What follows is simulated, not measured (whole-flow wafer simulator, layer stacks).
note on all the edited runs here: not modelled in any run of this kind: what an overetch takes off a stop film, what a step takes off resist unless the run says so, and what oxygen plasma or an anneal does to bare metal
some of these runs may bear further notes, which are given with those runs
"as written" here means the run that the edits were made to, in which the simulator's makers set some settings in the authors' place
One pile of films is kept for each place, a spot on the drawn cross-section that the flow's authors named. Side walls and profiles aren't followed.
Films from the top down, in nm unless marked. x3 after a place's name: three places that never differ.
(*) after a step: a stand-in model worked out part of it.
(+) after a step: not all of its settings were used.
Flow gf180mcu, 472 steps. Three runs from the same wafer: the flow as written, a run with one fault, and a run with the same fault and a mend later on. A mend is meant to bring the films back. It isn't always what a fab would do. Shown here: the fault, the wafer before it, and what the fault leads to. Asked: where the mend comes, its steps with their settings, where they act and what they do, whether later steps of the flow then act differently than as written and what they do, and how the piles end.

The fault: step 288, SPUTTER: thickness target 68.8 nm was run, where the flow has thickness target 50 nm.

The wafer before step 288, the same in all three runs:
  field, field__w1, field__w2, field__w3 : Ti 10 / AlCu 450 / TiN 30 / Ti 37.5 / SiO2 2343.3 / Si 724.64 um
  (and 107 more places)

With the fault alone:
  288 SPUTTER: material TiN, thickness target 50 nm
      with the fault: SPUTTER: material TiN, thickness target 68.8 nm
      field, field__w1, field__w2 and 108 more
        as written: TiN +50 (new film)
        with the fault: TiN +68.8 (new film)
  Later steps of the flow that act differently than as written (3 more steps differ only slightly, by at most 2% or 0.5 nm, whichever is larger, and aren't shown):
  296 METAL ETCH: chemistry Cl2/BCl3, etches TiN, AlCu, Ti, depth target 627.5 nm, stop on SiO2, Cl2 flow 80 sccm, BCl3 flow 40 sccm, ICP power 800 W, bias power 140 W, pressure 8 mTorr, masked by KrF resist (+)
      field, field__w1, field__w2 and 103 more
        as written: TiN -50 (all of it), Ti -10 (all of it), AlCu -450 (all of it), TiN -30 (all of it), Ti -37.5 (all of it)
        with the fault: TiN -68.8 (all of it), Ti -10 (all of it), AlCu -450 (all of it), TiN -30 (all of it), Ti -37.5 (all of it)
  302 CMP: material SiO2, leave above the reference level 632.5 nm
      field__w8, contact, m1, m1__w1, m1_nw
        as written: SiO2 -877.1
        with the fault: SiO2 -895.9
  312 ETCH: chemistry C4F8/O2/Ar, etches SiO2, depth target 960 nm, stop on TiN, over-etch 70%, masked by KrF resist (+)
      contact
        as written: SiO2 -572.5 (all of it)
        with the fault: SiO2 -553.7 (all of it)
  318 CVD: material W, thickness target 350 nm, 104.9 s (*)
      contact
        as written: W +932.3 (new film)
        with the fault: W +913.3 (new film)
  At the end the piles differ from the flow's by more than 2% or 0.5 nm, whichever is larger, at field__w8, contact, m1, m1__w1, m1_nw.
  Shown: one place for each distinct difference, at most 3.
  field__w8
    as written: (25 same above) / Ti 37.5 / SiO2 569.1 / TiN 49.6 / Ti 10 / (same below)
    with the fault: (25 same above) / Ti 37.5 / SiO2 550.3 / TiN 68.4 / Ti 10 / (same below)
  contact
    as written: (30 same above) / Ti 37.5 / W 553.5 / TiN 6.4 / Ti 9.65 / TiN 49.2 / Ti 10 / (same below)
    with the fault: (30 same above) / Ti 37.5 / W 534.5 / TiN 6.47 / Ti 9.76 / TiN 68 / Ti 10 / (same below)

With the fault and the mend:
  The mend comes after step 295.
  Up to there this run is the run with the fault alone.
  295a STRIP: chemistry O2/N2, power 2160 W, pressure 1700 mTorr (*)
      field__w8, contact, m1, m1__w1, m1_nw
        KrF resist -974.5 (all of it)
  295b METAL ETCH: chemistry Cl2/BCl3, etches TiN, AlCu, Ti, depth target 18.8 nm, Cl2 flow 80 sccm, BCl3 flow 40 sccm, ICP power 800 W, bias power 140 W, pressure 8 mTorr (the flow's step 260 once more, with other settings)
      field, field__w1, field__w2 and 108 more
        TiN -18.8
  295c HMDS: 120 C, 60 s (the flow's step 290 once more)
      changes no film at any place that is followed
  295d COAT: KrF resist, thickness 1000 nm (the flow's step 291 once more)
      field, field__w1, field__w2 and 108 more
        KrF resist +1000 (new film)
  295e SOFTBAKE: KrF resist (the flow's step 292 once more)
      changes no film at any place that is followed
  295f EXPOSE: photomask Metal2 (the flow's step 293 once more)
      changes no film at any place that is followed
  295g PEB: KrF resist, 135 C, 90 s (the flow's step 294 once more)
      field, field__w1, field__w2 and 108 more
        KrF resist -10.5
  295h DEVELOP: thickness 1000 nm, 60 s (the flow's step 295 once more)
      field, field__w1, field__w2 and 103 more
        KrF resist -989.5 (all of it)
      field__w8, contact, m1, m1__w1, m1_nw
        KrF resist -14.9
  No later step of the flow acts differently than as written at any place that is followed.
  At the end the piles are the same as the flow's at every place that both follow.
